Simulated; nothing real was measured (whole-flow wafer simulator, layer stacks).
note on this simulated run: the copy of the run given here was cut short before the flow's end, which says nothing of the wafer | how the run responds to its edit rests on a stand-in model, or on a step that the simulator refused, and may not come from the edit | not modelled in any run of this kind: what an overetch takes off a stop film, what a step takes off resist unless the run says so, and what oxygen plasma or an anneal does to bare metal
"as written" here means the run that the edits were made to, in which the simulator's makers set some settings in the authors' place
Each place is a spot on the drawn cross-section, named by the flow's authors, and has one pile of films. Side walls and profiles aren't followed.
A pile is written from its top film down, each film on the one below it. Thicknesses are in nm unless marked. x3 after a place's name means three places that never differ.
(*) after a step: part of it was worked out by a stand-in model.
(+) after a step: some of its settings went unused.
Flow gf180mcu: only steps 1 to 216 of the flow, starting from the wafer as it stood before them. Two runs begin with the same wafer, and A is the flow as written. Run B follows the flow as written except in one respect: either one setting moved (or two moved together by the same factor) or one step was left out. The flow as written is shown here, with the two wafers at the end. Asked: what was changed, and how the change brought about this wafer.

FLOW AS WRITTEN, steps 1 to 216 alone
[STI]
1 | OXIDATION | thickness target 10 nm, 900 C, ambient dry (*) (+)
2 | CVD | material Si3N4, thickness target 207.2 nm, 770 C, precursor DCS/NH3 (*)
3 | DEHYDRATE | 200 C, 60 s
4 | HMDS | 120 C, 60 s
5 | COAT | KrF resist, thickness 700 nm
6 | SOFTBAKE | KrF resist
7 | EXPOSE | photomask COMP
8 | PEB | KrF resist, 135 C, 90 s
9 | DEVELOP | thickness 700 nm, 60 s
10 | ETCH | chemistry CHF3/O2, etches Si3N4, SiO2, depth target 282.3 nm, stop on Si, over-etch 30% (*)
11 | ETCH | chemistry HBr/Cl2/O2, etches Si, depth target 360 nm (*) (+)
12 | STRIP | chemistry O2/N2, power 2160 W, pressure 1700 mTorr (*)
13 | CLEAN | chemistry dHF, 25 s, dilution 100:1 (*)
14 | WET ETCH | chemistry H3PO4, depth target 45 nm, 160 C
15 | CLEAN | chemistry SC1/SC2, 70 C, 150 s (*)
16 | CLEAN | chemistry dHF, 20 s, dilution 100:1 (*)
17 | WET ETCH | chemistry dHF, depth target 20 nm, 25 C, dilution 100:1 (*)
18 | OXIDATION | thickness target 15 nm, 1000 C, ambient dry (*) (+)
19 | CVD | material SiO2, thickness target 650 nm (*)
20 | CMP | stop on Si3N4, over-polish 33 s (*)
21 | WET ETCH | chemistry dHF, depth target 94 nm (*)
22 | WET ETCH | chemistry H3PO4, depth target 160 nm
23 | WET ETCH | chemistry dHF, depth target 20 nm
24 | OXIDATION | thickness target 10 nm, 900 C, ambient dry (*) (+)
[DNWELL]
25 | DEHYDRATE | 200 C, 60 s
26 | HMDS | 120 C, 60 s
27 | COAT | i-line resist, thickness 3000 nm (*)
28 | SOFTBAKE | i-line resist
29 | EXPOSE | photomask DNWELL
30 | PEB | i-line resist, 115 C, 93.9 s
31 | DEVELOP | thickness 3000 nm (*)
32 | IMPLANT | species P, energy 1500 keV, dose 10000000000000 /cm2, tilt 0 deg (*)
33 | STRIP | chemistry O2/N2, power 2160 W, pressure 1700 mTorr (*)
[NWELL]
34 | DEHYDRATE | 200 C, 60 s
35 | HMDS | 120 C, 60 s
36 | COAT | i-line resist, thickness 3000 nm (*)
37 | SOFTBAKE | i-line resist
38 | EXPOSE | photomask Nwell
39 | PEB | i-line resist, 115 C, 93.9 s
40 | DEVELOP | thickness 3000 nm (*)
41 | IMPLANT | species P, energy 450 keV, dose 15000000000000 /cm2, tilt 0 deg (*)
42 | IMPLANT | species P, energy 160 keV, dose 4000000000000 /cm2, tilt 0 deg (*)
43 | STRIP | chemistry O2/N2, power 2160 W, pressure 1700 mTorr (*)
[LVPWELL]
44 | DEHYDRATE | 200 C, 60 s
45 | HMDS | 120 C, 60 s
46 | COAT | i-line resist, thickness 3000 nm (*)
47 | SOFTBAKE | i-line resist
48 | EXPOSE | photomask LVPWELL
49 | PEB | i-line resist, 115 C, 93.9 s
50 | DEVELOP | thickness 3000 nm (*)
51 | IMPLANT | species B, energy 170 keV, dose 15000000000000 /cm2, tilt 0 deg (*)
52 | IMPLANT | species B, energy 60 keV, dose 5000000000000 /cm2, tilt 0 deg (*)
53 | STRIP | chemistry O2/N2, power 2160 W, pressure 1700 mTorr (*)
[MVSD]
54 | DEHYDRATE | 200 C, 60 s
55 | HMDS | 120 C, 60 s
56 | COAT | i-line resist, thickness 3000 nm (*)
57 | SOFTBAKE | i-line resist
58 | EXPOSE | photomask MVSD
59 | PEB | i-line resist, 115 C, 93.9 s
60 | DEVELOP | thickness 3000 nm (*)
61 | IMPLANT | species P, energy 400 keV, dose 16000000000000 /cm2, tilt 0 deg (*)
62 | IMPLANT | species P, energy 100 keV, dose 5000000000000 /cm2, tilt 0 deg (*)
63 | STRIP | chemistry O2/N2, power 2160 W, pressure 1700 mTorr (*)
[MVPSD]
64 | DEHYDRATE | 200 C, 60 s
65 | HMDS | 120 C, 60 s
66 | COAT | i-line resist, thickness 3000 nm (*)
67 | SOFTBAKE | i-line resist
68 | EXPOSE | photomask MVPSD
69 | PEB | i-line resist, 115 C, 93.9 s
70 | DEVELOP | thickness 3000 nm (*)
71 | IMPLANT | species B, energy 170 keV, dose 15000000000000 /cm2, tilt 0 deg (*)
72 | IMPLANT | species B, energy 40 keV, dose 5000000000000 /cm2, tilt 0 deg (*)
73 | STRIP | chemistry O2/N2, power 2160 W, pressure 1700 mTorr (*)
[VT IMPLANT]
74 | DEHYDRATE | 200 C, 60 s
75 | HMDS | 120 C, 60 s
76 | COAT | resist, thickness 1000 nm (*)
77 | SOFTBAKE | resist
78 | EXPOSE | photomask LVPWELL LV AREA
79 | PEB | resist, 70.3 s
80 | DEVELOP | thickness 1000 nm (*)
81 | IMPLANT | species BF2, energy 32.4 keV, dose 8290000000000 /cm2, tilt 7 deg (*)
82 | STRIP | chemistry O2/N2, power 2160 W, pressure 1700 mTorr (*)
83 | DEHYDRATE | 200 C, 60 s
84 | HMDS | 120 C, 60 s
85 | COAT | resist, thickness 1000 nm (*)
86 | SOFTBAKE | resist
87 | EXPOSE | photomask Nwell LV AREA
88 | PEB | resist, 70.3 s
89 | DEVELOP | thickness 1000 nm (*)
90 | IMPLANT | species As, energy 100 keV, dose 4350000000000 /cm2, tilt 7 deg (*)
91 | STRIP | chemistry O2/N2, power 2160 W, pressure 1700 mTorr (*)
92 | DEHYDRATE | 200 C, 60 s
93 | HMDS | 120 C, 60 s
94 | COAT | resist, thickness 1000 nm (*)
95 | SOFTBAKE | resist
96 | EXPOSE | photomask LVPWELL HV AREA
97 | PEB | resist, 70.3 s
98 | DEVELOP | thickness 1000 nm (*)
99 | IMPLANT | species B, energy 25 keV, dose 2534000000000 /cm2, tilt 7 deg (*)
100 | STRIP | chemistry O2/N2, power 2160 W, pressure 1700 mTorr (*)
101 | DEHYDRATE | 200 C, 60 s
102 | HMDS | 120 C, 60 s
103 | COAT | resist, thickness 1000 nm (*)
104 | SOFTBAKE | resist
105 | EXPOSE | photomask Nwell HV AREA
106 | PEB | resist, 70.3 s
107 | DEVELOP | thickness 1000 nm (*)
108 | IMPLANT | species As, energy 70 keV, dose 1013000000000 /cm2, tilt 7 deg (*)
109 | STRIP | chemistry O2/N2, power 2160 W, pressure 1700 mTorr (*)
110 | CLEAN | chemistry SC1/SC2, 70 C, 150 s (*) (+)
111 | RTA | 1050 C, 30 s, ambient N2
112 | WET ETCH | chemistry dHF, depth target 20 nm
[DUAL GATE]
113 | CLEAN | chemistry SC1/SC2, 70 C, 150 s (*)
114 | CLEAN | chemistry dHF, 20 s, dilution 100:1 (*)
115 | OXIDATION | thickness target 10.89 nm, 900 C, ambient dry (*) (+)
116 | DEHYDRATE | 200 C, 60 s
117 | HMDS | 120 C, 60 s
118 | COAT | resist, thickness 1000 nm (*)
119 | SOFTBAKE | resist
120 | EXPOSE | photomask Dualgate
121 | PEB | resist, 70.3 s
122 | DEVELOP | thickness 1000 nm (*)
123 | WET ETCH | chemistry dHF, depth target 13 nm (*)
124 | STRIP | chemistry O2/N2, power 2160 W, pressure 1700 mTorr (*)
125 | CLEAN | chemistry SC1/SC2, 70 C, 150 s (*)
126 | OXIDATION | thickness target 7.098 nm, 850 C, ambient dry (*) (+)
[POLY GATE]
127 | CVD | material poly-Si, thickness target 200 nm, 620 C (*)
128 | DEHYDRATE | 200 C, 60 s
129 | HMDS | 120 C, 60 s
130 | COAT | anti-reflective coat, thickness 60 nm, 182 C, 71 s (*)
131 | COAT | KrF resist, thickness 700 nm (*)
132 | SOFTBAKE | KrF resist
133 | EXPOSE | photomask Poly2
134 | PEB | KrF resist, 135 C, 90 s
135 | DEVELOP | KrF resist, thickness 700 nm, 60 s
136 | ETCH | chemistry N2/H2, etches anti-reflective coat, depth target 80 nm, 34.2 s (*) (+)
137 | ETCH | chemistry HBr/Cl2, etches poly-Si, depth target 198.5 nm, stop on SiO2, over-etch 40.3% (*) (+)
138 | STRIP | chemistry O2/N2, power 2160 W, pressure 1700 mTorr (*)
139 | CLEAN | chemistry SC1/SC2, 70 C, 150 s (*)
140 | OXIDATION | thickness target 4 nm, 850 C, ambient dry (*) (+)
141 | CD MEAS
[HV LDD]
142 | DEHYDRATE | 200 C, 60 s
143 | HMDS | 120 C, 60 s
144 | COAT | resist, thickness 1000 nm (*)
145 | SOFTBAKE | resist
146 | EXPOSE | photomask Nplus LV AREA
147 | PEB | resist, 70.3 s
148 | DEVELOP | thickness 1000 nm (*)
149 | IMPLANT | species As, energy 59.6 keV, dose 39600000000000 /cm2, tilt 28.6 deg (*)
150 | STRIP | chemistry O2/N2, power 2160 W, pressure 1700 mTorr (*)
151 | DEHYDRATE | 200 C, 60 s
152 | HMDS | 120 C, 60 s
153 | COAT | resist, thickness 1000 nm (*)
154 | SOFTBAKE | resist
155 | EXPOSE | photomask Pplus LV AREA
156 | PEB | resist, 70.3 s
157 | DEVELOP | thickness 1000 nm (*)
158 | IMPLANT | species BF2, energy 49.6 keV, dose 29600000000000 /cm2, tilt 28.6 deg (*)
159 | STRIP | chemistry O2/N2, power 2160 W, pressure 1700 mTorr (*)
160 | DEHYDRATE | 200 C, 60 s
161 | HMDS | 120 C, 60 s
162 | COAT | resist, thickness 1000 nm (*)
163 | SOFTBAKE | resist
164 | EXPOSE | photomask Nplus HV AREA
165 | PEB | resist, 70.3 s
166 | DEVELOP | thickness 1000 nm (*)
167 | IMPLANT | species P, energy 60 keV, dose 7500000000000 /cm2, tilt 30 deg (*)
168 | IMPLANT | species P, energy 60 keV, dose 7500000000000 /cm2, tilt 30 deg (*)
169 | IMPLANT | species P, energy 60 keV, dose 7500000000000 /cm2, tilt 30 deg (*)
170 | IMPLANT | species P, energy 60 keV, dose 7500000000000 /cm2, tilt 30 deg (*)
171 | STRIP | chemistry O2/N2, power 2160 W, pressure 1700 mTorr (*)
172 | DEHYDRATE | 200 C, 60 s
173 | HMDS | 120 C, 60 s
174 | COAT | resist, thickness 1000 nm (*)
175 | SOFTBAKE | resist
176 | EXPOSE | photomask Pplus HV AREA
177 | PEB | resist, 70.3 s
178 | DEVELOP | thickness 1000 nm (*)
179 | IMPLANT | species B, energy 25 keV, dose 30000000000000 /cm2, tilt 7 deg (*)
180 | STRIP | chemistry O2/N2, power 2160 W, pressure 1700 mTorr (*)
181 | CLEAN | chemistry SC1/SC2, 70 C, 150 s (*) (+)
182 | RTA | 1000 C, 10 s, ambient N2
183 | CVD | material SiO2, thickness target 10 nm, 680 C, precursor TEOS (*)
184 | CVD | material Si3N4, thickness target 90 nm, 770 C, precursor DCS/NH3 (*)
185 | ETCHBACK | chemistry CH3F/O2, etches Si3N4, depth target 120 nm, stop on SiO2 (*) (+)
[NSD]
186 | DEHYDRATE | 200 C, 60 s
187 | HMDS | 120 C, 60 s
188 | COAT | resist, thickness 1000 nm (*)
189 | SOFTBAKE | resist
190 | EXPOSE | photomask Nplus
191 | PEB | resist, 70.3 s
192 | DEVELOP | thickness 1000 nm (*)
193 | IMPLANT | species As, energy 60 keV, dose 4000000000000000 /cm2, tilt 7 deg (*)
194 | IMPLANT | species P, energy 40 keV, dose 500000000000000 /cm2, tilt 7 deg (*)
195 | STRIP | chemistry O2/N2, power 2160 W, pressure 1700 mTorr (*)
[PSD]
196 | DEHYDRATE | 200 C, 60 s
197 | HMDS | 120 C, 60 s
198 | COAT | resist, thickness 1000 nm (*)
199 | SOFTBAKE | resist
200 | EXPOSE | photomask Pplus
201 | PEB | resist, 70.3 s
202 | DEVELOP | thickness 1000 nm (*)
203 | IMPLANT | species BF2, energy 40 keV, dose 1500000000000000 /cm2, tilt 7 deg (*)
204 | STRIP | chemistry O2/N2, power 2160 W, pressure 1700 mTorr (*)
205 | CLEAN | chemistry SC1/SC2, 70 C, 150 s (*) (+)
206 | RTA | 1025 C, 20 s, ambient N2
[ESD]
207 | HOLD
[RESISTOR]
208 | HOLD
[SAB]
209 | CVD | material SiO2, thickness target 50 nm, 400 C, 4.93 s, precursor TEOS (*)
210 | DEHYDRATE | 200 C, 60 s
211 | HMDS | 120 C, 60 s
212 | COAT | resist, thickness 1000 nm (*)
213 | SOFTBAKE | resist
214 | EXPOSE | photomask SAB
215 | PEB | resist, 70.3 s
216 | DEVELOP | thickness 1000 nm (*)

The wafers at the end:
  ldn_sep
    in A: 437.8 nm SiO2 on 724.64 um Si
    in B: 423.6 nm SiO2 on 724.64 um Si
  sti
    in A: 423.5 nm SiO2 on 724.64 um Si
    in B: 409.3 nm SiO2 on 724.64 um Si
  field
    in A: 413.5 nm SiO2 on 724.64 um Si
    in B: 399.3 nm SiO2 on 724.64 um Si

What caused this: step 23, WET ETCH: depth target 31 nm was run, though the flow has depth target 20 nm.

How this came from the change, step by step:
  23 | WET ETCH | chemistry dHF, depth target 20 nm
      field, field_sub, sti and 34 more: A -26 SiO2 | B -40.3 SiO2
  28 | SOFTBAKE | i-line resist
      nw_enc_fld: A -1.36 i-line resist | B +2.22 i-line resist
      ldn_fp, ldn_drn: A +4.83 i-line resist | B +3.13 i-line resist
      (also at 42 further places)
  37 | SOFTBAKE | i-line resist
      nw_enc_fld: A -1.36 i-line resist | B +2.22 i-line resist
      ldn_fp, ldn_drn: A +4.83 i-line resist | B +3.13 i-line resist
      (also at 42 further places)
  47 | SOFTBAKE | i-line resist
      nw_enc_fld: A -1.36 i-line resist | B +2.22 i-line resist
      ldn_fp, ldn_drn: A +4.83 i-line resist | B +3.13 i-line resist
      (also at 42 further places)
  57 | SOFTBAKE | i-line resist
      nw_enc_fld: A -1.36 i-line resist | B +2.22 i-line resist
      ldn_fp, ldn_drn: A +4.83 i-line resist | B +3.13 i-line resist
      (also at 42 further places)
  67 | SOFTBAKE | i-line resist
      nw_enc_fld: A -1.36 i-line resist | B +2.22 i-line resist
      ldn_fp, ldn_drn: A +4.83 i-line resist | B +3.13 i-line resist
      (also at 42 further places)
  77 | SOFTBAKE | resist
      field_sub__w2: A -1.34 resist | B -0.77 resist
      ld_gate_p: A +1.26 resist | B +0.75 resist
      (also at 5 further places)
  86 | SOFTBAKE | resist
      field_sub__w2: A -1.34 resist | B -0.77 resist
      ld_gate_p: A +1.26 resist | B +0.75 resist
      (also at 5 further places)
  95 | SOFTBAKE | resist
      field_sub__w2: A -1.34 resist | B -0.77 resist
      ld_gate_p: A +1.26 resist | B +0.75 resist
      (also at 5 further places)
  104 | SOFTBAKE | resist
      field_sub__w2: A -1.34 resist | B -0.77 resist
      ld_gate_p: A +1.26 resist | B +0.75 resist
      (also at 5 further places)
  119 | SOFTBAKE | resist
      field: A -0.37 resist | B +0.14 resist
      field_sub__w2: A -0.62 resist | B nothing
      (also at 7 further places)
  130 | COAT | anti-reflective coat, thickness 60 nm, 182 C, 71 s (*)
      p_well, spacer, sd_n: A +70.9 anti-reflective coat (new film) | B +57.2 anti-reflective coat (new film)
      ldn_ch, ldp_ch: A +66.7 anti-reflective coat (new film) | B +61.9 anti-reflective coat (new film)
      (also at 73 further places)
  136 | ETCH | chemistry N2/H2, etches anti-reflective coat, depth target 80 nm, 34.2 s (*) (+)
      p_well, spacer, sd_n: A -70.9 anti-reflective coat (all of it), -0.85 poly-Si | B -57.2 anti-reflective coat (all of it), -1.2 poly-Si
      field__w1: A -50.8 anti-reflective coat (all of it), -1.37 poly-Si | B -58.3 anti-reflective coat (all of it), -1.17 poly-Si
      (also at 51 further places)
  138 | STRIP | chemistry O2/N2, power 2160 W, pressure 1700 mTorr (*)
      gate: A +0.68 chemical SiO2 (new film), -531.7 KrF resist (all of it), -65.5 anti-reflective coat (all of it), -0.3 poly-Si | B +0.69 chemical SiO2 (new film), -529.8 KrF resist (all of it), -59.3 anti-reflective coat (all of it), -0.3 poly-Si
      gate_hv: A +0.68 chemical SiO2 (new film), -528.4 KrF resist (all of it), -61 anti-reflective coat (all of it), -0.3 poly-Si | B +0.69 chemical SiO2 (new film), -524.7 KrF resist (all of it), -58.9 anti-reflective coat (all of it), -0.3 poly-Si
      (also at 21 further places)
  144 | COAT | resist, thickness 1000 nm (*)
      field__w6: A +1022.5 resist (new film) | B +1053.4 resist (new film)
  145 | SOFTBAKE | resist
      field: A -0.3 resist | B +2.82 resist
      nw_enc_fld_lv__w3: A +2.63 resist | B -1 resist
      (also at 11 further places)
  ... 16 further steps ...
  213 | SOFTBAKE | resist
      nw_enc_fld_lv__w3: A +1.83 resist | B -2.01 resist
      iso_ptap_sub: A +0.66 resist | B nothing
      (also at 12 further places)
